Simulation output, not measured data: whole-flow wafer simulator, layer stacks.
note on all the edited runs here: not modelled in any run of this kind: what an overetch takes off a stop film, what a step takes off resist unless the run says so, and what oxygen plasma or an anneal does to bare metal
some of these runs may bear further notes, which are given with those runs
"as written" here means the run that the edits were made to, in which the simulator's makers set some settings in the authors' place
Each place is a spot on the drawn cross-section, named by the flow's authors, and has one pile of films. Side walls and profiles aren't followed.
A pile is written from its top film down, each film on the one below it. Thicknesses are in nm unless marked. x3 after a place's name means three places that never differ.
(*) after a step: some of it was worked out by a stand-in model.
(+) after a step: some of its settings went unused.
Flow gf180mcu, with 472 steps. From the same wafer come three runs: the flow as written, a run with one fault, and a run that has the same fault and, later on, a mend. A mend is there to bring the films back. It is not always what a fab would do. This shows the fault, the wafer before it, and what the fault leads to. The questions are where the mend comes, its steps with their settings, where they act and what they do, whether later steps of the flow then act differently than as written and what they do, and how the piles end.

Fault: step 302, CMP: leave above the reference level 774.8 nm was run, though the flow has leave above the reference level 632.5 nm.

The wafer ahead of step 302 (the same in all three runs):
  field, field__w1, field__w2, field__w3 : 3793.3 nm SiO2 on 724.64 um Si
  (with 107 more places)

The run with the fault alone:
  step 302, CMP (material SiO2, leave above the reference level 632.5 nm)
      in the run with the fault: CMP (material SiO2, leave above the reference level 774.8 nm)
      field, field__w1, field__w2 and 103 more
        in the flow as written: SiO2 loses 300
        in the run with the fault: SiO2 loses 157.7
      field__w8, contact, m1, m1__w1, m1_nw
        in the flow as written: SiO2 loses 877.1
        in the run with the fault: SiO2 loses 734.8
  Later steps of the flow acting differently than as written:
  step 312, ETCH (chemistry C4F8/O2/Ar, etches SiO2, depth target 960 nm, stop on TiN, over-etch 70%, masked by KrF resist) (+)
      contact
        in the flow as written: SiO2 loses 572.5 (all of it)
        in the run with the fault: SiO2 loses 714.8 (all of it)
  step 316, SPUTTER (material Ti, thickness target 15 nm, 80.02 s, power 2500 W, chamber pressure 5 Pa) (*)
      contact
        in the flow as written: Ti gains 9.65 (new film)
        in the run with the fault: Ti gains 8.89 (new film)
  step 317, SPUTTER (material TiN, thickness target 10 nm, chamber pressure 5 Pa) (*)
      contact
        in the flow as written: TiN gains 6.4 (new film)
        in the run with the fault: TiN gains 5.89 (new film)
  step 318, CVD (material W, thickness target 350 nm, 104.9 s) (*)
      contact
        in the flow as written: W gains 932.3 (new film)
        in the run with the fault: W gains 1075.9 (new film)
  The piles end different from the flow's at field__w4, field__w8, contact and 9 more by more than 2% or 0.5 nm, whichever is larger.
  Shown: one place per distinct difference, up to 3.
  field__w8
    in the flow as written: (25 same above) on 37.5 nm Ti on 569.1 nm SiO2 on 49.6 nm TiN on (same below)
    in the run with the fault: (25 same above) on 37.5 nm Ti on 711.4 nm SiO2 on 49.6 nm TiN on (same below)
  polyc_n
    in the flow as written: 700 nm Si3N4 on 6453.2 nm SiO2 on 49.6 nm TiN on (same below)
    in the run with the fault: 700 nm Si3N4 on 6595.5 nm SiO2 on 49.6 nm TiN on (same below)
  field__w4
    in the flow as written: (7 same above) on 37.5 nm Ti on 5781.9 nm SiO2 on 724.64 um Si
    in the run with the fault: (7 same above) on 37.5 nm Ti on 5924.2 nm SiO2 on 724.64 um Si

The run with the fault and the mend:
  The mend follows step 310.
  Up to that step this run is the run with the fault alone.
  step 310a, STRIP (chemistry O2/N2, power 2160 W, pressure 1700 mTorr) (*)
      field, field__w1, field__w2 and 107 more
        KrF resist loses 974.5 (all of it), anti-reflective coat loses 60 (all of it)
      contact
        anti-reflective coat loses 60 (all of it)
  step 310b, CMP (material SiO2, leave above the reference level 632.5 nm) (the flow's step 302, run once more)
      field, field__w1, field__w2 and 108 more
        SiO2 loses 142.3
  step 310c, HMDS (120 C, 60 s) (the flow's step 304, run once more)
      alters no film at any place that is followed
  step 310d, COAT (anti-reflective coat, thickness 60 nm, 182 C, 71 s) (the flow's step 305, run once more)
      field, field__w1, field__w2 and 108 more
        anti-reflective coat gains 60 (new film)
  step 310e, COAT (KrF resist, thickness 1000 nm) (the flow's step 306, run once more)
      field, field__w1, field__w2 and 108 more
        KrF resist gains 1000 (new film)
  step 310f, SOFTBAKE (KrF resist) (the flow's step 307, run once more)
      alters no film at any place that is followed
  step 310g, EXPOSE (photomask Via2) (the flow's step 308, run once more)
      alters no film at any place that is followed
  step 310h, PEB (KrF resist, 135 C, 90 s) (the flow's step 309, run once more)
      field, field__w1, field__w2 and 108 more
        KrF resist loses 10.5
  step 310i, DEVELOP (KrF resist, thickness 1000 nm, 60 s) (the flow's step 310, run once more)
      field, field__w1, field__w2 and 107 more
        KrF resist loses 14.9
      contact
        KrF resist loses 989.5 (all of it)
  None of the later steps of the flow acts differently than as written at any place that is followed.
  By the end, the piles equal the flow's at every place that both follow.
